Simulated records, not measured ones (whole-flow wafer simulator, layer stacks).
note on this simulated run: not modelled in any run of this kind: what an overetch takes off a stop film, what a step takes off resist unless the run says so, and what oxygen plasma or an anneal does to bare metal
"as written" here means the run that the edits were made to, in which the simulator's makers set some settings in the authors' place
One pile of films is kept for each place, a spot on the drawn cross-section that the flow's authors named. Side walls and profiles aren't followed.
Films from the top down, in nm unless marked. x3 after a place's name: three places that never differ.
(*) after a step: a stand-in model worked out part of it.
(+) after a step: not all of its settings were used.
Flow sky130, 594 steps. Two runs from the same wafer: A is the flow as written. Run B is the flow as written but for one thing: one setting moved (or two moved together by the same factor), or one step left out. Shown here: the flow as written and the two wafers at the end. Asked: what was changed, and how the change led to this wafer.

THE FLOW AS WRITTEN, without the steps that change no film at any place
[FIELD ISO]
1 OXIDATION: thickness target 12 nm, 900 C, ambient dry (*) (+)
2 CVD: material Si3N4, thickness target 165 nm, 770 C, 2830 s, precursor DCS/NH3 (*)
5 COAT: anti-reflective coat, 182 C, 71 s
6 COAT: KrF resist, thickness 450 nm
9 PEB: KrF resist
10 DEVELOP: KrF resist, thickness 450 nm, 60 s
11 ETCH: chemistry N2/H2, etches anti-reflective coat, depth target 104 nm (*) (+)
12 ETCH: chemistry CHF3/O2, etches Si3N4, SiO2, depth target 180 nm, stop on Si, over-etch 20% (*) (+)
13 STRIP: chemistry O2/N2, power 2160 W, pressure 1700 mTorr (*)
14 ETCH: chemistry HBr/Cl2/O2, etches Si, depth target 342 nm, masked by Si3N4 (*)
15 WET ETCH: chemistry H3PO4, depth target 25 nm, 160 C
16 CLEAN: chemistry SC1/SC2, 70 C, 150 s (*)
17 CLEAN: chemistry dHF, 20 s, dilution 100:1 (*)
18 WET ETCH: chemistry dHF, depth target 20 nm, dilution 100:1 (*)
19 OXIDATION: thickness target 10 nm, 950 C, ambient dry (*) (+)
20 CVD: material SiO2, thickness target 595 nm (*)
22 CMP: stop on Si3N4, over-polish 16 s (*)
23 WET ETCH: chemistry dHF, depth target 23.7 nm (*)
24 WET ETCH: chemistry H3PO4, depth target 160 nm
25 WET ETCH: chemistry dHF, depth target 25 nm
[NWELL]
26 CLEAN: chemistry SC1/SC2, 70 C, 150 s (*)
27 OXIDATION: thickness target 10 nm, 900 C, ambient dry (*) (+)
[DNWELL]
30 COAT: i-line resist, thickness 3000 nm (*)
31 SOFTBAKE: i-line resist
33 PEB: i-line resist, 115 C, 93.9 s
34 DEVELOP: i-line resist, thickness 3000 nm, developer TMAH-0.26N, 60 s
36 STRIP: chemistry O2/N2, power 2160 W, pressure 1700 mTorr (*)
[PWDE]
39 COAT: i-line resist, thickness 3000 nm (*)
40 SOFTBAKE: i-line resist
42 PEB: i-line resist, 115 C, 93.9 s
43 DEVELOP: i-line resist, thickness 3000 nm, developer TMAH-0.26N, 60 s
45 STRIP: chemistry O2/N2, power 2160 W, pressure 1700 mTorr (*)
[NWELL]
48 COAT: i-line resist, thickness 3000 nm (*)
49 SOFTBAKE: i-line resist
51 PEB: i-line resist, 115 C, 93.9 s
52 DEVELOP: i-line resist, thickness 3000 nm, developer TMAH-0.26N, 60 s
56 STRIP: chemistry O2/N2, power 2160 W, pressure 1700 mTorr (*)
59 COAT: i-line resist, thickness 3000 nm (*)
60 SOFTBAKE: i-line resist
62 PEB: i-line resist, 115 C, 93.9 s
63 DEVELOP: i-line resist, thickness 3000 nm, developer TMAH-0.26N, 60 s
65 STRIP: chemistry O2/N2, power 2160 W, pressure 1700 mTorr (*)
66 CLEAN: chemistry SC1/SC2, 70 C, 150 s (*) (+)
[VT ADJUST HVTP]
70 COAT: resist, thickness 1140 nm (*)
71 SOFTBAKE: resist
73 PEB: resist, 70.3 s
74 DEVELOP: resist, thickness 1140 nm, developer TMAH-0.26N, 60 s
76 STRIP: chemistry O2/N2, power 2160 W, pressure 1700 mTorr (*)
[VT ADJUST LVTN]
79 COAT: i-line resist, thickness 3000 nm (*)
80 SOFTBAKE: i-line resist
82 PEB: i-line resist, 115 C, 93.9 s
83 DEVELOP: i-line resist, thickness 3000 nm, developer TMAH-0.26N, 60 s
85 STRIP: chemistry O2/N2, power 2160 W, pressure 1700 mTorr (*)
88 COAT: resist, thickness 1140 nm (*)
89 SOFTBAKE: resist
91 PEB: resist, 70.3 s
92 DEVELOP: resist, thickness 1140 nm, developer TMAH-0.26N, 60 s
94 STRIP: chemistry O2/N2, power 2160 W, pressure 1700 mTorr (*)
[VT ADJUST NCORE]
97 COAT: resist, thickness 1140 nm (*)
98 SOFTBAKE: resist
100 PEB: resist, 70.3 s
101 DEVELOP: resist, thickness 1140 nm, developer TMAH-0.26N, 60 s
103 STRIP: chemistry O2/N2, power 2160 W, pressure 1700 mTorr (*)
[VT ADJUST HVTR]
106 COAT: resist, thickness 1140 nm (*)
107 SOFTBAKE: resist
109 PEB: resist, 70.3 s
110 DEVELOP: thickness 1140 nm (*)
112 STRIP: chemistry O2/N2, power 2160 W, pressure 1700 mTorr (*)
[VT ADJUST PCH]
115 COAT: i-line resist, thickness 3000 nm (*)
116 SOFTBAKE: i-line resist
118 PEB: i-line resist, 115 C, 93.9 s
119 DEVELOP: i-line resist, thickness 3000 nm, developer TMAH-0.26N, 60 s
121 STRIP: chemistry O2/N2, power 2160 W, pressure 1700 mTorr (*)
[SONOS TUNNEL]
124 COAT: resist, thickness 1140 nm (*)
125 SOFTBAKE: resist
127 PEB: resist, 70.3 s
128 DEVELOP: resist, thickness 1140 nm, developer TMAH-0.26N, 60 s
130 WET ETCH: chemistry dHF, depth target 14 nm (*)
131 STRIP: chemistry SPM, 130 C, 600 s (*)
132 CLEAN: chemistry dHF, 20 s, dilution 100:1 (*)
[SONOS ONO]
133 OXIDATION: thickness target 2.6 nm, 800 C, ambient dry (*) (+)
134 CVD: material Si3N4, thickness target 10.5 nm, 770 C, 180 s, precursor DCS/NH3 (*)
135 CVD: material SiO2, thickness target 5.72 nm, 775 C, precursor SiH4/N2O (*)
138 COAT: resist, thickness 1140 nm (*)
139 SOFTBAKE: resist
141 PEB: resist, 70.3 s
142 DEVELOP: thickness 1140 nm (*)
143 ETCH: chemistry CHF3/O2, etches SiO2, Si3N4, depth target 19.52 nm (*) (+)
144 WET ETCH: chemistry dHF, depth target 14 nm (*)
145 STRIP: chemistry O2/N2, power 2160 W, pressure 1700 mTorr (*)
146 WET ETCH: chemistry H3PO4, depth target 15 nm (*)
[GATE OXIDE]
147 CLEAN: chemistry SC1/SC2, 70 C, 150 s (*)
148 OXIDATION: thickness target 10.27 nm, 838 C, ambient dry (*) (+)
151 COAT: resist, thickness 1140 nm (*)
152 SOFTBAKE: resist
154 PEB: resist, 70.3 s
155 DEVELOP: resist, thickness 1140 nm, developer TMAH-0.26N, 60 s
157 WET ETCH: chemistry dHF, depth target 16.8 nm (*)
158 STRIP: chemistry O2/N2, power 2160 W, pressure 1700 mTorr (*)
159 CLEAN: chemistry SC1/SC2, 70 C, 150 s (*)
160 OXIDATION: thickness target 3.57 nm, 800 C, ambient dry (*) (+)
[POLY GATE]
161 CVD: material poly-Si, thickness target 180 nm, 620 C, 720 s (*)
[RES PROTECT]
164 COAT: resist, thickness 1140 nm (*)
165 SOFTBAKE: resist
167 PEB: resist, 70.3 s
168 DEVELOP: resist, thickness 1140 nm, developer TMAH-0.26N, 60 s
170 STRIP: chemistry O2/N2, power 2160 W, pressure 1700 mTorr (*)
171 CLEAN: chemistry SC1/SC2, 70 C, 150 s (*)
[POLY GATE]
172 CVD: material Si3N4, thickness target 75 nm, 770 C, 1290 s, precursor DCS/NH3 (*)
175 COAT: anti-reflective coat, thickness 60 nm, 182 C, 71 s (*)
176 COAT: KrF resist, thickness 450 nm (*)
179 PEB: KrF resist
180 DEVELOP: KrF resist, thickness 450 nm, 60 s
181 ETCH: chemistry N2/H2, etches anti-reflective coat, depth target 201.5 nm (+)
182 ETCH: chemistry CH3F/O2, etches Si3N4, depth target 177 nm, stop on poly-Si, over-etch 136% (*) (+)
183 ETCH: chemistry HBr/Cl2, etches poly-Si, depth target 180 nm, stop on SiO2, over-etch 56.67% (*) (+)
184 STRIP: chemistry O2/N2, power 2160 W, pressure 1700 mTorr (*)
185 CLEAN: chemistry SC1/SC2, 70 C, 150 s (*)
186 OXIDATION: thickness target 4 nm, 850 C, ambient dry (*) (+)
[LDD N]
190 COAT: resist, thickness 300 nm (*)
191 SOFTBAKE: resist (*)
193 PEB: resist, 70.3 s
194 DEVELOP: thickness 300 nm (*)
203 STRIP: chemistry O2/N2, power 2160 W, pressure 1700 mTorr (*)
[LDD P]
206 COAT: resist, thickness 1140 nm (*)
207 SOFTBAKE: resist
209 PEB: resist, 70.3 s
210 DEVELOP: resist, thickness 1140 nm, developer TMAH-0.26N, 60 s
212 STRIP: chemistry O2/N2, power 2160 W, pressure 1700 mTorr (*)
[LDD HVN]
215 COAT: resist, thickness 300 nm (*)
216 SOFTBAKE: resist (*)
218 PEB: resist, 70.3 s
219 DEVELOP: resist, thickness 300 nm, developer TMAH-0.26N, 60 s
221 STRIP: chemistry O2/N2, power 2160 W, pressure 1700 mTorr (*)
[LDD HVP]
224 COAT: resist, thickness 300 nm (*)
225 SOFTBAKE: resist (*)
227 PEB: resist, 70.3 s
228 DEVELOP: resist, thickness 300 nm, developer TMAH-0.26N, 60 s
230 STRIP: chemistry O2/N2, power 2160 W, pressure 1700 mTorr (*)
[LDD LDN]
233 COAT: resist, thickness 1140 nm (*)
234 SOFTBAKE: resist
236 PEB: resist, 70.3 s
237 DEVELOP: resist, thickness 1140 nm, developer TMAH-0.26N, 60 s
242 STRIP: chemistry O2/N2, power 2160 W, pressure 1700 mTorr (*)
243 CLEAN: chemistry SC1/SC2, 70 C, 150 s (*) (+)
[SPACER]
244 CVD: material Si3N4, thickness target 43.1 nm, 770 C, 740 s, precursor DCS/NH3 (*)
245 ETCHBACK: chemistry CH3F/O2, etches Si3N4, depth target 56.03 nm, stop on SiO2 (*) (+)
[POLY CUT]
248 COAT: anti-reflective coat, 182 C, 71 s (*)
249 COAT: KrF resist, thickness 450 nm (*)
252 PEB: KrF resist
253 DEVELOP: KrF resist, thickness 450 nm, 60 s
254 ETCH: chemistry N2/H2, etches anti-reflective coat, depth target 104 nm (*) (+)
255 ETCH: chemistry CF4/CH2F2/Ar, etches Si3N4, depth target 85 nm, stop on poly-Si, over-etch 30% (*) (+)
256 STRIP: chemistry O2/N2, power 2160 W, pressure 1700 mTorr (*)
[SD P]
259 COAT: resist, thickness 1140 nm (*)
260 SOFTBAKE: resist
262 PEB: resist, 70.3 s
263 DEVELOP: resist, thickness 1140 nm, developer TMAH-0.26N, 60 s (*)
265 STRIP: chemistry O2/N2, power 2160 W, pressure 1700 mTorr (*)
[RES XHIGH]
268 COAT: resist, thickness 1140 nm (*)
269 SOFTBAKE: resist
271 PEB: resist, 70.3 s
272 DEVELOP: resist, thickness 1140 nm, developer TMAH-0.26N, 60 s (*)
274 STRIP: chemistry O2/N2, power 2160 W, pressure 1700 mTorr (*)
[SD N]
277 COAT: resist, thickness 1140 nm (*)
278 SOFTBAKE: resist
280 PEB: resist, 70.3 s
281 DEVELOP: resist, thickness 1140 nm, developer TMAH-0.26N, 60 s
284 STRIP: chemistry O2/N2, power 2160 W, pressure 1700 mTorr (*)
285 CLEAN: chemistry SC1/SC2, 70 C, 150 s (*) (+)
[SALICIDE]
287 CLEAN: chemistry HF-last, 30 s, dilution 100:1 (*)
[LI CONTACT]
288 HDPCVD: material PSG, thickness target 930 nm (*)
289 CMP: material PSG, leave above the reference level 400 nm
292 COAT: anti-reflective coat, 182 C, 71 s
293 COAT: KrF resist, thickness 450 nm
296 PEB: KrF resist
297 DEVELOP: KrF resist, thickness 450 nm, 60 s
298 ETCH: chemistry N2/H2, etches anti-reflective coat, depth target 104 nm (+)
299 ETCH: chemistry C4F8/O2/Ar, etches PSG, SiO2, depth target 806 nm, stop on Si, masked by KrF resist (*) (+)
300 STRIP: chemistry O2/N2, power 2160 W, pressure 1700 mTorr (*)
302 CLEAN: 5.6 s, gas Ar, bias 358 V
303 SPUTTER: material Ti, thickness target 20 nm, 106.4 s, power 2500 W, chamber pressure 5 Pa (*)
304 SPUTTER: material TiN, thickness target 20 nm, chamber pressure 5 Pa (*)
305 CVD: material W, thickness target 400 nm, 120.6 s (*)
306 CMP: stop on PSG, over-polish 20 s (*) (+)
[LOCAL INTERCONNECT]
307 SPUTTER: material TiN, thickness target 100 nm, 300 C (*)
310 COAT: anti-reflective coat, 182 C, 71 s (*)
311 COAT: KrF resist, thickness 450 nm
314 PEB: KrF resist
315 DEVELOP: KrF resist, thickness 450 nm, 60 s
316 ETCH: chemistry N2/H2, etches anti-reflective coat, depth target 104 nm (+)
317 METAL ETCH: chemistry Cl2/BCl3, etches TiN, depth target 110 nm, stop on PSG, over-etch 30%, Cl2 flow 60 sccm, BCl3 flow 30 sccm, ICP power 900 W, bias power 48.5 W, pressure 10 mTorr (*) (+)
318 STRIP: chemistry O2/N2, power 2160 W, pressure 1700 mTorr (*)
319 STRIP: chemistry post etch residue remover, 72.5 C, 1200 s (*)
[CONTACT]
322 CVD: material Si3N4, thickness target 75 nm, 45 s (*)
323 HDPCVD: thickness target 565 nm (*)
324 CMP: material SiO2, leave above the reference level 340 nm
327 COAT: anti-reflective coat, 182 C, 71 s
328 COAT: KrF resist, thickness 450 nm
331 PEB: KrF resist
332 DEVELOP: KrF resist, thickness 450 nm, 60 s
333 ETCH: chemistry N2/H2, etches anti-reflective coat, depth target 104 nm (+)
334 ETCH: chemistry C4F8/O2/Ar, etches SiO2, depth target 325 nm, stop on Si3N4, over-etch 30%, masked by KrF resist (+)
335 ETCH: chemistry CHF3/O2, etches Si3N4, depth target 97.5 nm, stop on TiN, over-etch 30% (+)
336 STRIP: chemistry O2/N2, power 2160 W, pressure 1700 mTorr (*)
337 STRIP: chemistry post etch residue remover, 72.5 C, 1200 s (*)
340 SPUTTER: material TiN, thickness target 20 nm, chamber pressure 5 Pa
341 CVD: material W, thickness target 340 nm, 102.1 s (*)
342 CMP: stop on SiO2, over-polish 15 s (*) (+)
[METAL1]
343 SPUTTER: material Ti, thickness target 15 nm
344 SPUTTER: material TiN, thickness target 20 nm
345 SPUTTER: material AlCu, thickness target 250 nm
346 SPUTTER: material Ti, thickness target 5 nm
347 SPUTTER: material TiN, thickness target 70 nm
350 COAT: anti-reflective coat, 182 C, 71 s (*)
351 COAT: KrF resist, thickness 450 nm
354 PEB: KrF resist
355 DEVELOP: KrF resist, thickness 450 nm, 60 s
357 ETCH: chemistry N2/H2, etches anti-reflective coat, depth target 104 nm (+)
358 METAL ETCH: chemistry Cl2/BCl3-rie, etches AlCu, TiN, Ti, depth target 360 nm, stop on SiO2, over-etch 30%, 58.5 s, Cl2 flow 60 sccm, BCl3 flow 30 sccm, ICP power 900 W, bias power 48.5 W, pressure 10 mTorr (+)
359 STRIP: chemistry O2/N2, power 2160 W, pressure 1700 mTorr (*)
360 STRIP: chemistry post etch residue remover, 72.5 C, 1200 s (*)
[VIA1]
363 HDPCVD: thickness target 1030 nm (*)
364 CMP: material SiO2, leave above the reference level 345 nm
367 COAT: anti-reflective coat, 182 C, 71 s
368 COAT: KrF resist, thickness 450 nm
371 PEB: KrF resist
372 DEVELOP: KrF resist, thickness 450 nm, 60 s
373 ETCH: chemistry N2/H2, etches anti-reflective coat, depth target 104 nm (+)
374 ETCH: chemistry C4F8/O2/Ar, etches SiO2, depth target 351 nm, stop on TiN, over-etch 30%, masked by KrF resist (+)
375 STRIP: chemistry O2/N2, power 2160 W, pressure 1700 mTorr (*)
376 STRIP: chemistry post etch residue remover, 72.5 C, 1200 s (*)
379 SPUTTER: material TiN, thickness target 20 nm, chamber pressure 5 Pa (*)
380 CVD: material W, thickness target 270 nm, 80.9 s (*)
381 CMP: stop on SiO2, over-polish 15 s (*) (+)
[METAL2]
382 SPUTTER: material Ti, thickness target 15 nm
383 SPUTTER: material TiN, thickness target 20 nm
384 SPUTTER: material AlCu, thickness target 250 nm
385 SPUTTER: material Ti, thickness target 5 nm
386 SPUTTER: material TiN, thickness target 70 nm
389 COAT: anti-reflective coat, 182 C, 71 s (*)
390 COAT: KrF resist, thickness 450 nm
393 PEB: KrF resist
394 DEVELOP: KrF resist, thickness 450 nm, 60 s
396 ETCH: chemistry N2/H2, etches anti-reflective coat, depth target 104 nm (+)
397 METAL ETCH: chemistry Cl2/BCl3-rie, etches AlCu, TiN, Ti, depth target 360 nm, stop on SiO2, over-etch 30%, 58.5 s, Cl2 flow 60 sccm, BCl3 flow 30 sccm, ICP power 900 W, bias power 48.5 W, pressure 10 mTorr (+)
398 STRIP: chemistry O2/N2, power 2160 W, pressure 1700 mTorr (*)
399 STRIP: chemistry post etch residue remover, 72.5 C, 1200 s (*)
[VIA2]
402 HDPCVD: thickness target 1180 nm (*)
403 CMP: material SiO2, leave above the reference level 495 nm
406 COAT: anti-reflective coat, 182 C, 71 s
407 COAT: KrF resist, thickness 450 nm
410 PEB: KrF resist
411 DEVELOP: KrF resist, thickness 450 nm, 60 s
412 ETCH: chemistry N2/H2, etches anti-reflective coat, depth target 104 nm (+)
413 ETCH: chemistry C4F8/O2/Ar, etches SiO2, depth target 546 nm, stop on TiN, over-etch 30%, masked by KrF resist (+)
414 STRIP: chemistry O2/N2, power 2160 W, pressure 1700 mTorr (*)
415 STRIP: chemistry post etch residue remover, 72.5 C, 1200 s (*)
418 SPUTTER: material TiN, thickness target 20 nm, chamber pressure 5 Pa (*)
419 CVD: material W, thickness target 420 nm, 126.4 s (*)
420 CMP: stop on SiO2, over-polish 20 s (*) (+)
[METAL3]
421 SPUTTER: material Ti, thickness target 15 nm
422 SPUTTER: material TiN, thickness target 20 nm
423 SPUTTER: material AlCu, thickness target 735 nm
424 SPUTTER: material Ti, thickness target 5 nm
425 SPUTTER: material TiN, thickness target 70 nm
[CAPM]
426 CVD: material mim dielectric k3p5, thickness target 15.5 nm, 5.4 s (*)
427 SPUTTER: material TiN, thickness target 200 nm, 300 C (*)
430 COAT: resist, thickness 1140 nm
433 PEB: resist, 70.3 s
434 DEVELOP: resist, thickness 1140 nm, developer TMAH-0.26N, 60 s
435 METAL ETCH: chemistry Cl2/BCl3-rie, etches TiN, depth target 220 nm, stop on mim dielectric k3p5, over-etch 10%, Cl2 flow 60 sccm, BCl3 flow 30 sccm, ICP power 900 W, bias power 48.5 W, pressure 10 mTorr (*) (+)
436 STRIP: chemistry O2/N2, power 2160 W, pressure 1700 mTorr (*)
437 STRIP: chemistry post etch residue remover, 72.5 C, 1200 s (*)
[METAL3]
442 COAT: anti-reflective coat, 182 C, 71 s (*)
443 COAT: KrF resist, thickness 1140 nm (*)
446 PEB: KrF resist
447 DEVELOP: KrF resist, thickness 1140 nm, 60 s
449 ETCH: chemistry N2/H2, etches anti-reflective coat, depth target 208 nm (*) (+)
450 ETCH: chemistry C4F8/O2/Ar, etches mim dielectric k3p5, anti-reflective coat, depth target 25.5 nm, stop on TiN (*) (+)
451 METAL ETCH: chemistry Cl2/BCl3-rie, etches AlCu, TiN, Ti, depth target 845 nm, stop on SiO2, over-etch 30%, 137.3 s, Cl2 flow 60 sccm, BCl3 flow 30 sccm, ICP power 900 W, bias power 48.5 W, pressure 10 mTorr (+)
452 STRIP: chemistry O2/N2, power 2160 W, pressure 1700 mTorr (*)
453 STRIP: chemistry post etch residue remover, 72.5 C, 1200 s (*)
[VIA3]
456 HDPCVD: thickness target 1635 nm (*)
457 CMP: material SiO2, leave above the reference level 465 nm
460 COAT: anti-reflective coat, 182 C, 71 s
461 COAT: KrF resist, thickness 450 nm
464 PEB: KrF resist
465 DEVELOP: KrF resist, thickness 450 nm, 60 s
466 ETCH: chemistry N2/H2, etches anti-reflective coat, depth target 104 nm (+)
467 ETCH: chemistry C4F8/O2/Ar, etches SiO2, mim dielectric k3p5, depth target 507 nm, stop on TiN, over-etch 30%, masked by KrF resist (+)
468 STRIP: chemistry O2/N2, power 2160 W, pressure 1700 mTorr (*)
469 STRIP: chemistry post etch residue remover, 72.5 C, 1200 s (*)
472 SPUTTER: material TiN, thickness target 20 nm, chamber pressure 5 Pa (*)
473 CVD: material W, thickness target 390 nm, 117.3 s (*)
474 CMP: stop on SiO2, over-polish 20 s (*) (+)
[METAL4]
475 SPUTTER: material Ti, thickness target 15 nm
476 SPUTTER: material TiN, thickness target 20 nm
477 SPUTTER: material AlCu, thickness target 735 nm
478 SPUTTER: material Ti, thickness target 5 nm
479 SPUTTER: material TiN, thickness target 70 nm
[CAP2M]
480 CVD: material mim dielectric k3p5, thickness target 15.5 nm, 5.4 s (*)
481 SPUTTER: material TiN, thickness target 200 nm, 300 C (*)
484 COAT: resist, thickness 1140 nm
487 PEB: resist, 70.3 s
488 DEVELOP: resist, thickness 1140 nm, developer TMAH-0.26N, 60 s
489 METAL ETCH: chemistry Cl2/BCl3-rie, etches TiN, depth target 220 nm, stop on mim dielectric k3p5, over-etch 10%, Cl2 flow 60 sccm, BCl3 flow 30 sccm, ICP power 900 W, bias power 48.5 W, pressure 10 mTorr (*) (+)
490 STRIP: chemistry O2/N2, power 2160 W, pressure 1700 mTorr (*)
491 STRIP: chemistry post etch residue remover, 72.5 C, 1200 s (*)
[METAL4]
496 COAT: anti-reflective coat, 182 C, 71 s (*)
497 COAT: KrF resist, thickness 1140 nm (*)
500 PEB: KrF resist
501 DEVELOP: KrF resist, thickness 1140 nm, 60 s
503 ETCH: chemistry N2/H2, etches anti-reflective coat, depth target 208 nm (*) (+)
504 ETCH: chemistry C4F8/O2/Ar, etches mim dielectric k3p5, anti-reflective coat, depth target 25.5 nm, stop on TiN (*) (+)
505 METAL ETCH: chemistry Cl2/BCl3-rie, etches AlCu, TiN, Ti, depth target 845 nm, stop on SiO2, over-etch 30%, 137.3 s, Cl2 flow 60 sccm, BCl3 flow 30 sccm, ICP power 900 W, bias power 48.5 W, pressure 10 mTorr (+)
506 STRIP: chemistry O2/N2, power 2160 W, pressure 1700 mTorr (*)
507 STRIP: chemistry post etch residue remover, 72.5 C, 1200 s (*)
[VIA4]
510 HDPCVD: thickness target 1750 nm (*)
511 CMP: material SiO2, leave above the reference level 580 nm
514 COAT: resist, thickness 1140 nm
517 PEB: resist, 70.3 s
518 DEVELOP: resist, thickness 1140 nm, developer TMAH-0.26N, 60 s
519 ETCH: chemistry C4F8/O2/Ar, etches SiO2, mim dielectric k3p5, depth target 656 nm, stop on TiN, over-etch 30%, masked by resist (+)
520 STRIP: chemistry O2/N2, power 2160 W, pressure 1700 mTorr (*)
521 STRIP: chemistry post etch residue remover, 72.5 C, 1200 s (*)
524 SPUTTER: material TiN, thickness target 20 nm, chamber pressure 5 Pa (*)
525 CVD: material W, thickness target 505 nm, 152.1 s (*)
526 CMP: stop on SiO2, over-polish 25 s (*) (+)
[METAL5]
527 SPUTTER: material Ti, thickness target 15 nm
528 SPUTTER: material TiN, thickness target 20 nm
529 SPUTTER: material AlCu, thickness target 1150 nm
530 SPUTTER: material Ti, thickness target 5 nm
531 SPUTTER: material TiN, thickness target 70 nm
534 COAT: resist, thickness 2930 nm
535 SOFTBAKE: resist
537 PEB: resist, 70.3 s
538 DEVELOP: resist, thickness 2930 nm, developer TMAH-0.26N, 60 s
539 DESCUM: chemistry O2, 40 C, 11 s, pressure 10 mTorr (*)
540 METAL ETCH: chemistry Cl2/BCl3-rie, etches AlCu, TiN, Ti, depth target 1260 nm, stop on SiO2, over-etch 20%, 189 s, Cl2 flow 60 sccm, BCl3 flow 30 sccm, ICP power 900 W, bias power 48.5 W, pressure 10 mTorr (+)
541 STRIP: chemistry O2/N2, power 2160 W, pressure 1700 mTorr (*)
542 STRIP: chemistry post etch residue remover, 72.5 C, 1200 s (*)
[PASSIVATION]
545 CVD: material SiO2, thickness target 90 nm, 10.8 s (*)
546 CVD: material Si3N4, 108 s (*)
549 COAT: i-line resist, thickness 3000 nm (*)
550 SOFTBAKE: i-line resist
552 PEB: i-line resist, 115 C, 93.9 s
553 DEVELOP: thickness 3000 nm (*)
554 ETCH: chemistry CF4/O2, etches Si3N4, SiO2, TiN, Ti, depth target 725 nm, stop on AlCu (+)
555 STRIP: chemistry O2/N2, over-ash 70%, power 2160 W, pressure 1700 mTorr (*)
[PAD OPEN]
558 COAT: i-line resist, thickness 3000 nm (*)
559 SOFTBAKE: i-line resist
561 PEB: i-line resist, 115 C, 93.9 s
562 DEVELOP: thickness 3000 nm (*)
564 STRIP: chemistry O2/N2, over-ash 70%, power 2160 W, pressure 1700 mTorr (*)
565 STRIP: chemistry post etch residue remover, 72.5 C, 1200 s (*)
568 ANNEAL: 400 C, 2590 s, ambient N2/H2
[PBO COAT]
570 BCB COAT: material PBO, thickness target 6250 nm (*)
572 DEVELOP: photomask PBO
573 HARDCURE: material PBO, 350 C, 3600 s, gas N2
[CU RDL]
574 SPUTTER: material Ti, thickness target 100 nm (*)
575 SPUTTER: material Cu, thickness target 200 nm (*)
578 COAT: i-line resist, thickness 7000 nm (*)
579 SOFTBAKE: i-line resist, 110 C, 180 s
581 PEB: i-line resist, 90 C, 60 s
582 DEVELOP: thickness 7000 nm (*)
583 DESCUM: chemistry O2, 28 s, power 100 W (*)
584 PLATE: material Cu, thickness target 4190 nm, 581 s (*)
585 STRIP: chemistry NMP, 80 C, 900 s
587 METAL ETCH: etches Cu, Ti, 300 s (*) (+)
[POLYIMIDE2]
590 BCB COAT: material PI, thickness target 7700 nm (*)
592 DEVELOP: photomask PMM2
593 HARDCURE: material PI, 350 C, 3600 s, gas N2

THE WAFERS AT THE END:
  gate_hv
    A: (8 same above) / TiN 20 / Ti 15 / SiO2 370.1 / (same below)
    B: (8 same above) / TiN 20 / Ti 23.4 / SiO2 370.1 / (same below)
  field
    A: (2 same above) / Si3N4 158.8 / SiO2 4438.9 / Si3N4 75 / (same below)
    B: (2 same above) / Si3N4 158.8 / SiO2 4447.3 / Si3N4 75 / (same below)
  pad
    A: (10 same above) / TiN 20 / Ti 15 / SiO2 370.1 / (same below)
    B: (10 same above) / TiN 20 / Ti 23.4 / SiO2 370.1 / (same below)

The cause: step 475, SPUTTER: thickness target 23.4 nm was run, where the flow has thickness target 15 nm.
It can be read off the wafer: gate_hv has Ti 23.4, and step 475 as written asks for 15 nm.

How the change led to this, step by step:
  475 SPUTTER: material Ti, thickness target 15 nm
      field, active, n_well and 189 more: A Ti +15 (new film) | B Ti +23.4 (new film)
  505 METAL ETCH: chemistry Cl2/BCl3-rie, etches AlCu, TiN, Ti, depth target 845 nm, stop on SiO2, over-etch 30%, 137.3 s, Cl2 flow 60 sccm, BCl3 flow 30 sccm, ICP power 900 W, bias power 48.5 W, pressure 10 mTorr (+)
      field, gate, spacer and 68 more: A TiN -70 (all of it), Ti -5 (all of it), AlCu -735 (all of it), TiN -20 (all of it), Ti -15 (all of it), SiO2 -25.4 | B TiN -70 (all of it), Ti -5 (all of it), AlCu -735 (all of it), TiN -20 (all of it), Ti -23.4 (all of it), SiO2 -24.5
      active, vpp_iso1, mim_edge_plate and 14 more: A TiN -70 (all of it), Ti -5 (all of it), AlCu -735 (all of it), TiN -20 (all of it), Ti -15 (all of it), SiO2 -25.3 | B TiN -70 (all of it), Ti -5 (all of it), AlCu -735 (all of it), TiN -20 (all of it), Ti -23.4 (all of it), SiO2 -24.5
  511 CMP: material SiO2, leave above the reference level 580 nm
      field, active, gate and 77 more: A SiO2 -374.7 | B SiO2 -367.1
      iso_guard__w1, mim_edge_gap, vpp_l1ln, vpp_m3ln, rpm_encl, via2_enc, rpm_encl_psd, iso_guard_nsd_tip: A SiO2 -374.6 | B SiO2 -367.1
